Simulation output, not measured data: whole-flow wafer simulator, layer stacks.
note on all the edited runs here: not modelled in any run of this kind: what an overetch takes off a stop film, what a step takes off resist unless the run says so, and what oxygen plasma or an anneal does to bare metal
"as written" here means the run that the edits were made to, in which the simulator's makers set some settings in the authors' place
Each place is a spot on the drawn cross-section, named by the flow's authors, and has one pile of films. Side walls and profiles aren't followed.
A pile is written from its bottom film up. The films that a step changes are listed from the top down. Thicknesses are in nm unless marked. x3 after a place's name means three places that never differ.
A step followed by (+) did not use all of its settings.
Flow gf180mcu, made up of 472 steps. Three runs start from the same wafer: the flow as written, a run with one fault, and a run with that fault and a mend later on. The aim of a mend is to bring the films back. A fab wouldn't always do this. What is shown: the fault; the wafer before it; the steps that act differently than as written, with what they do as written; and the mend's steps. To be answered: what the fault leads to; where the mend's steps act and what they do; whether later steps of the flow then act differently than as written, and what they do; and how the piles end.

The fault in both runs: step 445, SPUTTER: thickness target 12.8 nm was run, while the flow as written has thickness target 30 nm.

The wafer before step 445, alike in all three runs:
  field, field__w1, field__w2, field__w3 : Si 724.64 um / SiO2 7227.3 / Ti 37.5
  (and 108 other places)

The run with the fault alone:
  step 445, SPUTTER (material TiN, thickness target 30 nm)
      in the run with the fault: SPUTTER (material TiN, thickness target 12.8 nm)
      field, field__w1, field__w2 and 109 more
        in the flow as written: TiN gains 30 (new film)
        in the run with the fault: TiN gains 12.8 (new film)
  Steps later in the flow that act otherwise than as written (4 more steps, not shown, differ only slightly: by at most 2% or 0.5 nm, whichever is larger):
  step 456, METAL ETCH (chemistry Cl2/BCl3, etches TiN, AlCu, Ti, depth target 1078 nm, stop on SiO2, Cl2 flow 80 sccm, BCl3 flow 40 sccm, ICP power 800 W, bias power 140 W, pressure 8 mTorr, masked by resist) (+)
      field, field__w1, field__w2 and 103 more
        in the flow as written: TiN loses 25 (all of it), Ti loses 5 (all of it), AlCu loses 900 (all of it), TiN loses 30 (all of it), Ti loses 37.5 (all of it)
        in the run with the fault: TiN loses 25 (all of it), Ti loses 5 (all of it), AlCu loses 900 (all of it), TiN loses 12.8 (all of it), Ti loses 37.5 (all of it)
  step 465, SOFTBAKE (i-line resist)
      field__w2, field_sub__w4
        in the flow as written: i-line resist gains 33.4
        in the run with the fault: i-line resist gains 32.5
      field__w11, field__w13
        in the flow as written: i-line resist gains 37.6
        in the run with the fault: i-line resist gains 36.6
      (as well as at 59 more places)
  At field__w8, contact, m1, m1__w1, pad, m1_nw, the piles at the end differ from the flow's by more than 2% or 0.5 nm, whichever is larger.
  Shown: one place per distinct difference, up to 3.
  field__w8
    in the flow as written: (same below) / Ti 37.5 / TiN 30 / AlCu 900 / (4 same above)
    in the run with the fault: (same below) / Ti 37.5 / TiN 12.8 / AlCu 900 / (4 same above)
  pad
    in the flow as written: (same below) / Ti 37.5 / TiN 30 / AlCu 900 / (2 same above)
    in the run with the fault: (same below) / Ti 37.5 / TiN 12.8 / AlCu 900 / (2 same above)

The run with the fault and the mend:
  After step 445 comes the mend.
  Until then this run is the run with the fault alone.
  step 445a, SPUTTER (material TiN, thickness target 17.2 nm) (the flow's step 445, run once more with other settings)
      field, field__w1, field__w2 and 109 more
        TiN gains 17.2
  Every later step of the flow that is run acts as written at every place that is followed.
  The piles end the same as the flow's at every place that both follow.
